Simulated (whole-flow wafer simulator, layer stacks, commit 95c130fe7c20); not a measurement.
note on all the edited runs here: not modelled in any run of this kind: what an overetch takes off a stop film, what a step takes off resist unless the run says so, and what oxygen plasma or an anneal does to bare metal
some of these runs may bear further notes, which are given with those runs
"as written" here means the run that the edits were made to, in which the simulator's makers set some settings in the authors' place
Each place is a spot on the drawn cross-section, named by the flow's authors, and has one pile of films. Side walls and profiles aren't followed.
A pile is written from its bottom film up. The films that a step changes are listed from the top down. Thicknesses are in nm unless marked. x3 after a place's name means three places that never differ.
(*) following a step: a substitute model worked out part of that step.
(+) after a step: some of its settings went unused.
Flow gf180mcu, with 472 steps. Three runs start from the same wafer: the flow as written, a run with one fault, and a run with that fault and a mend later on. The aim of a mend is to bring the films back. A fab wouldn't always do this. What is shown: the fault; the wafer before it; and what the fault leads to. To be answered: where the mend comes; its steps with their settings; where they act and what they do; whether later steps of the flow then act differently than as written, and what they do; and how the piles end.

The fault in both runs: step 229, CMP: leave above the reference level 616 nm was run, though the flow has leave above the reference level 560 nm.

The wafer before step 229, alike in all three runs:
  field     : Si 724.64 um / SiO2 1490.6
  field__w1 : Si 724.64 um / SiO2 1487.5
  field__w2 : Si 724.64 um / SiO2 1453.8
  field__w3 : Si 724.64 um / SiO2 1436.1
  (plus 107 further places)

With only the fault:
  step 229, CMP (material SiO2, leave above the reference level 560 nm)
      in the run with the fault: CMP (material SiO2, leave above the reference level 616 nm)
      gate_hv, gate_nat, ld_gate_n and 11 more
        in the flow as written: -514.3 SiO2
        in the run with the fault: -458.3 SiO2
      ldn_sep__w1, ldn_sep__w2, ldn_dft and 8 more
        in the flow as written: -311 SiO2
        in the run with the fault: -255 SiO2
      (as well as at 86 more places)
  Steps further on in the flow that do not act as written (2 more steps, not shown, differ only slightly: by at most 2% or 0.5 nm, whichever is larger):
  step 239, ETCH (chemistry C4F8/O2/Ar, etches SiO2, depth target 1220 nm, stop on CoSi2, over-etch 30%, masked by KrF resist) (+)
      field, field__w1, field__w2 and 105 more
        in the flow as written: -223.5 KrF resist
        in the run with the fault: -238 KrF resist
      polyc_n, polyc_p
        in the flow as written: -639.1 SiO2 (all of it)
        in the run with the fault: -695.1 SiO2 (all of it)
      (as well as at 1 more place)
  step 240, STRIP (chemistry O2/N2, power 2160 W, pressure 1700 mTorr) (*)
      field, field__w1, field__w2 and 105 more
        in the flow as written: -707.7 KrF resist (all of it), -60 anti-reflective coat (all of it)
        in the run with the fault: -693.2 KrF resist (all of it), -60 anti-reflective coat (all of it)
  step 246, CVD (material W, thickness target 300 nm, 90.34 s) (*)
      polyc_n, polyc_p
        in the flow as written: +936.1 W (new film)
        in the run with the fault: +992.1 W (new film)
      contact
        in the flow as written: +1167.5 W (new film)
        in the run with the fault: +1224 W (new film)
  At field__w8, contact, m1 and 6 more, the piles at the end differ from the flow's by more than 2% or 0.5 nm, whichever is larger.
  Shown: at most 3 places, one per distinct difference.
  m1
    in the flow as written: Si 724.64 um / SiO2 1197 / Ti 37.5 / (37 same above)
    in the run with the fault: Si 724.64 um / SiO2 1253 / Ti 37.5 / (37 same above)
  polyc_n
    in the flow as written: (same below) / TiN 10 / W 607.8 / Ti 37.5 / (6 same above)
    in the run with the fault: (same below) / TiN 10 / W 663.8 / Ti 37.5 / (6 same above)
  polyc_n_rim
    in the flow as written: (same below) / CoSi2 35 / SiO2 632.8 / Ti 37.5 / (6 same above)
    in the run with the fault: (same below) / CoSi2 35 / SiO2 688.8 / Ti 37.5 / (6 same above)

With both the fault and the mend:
  The mend stands after step 237.
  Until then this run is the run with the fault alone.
  step 237a, STRIP (chemistry O2/N2, power 2160 W, pressure 1700 mTorr) (*)
      field, field__w1, field__w2 and 105 more
        -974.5 KrF resist (all of it), -60 anti-reflective coat (all of it)
      contact, polyc_n, polyc_p
        -60 anti-reflective coat (all of it)
  step 237b, CMP (material SiO2, leave above the reference level 560 nm) (the flow's step 229 again)
      field, field__w1, field__w2 and 108 more
        -56 SiO2
  step 237c, HMDS (120 C, 60 s) (the flow's step 231 again)
      alters no film at any place that is followed
  step 237d, COAT (anti-reflective coat, thickness 60 nm, 182 C, 71 s) (the flow's step 232 again)
      field, field__w1, field__w2 and 108 more
        +60 anti-reflective coat (new film)
  step 237e, COAT (KrF resist, thickness 1000 nm) (the flow's step 233 again)
      field, field__w1, field__w2 and 108 more
        +1000 KrF resist (new film)
  step 237f, SOFTBAKE (KrF resist) (the flow's step 234 again)
      alters no film at any place that is followed
  step 237g, EXPOSE (photomask Contact) (the flow's step 235 again)
      alters no film at any place that is followed
  step 237h, PEB (KrF resist, 135 C, 90 s) (the flow's step 236 again)
      field, field__w1, field__w2 and 108 more
        -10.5 KrF resist
  step 237i, DEVELOP (KrF resist, thickness 1000 nm, 60 s) (the flow's step 237 again)
      field, field__w1, field__w2 and 105 more
        -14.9 KrF resist
      contact, polyc_n, polyc_p
        -989.5 KrF resist (all of it)
  Every later step of the flow that is run acts as written at every place that is followed.
  At every place that both follow, the piles at the end match the flow's.
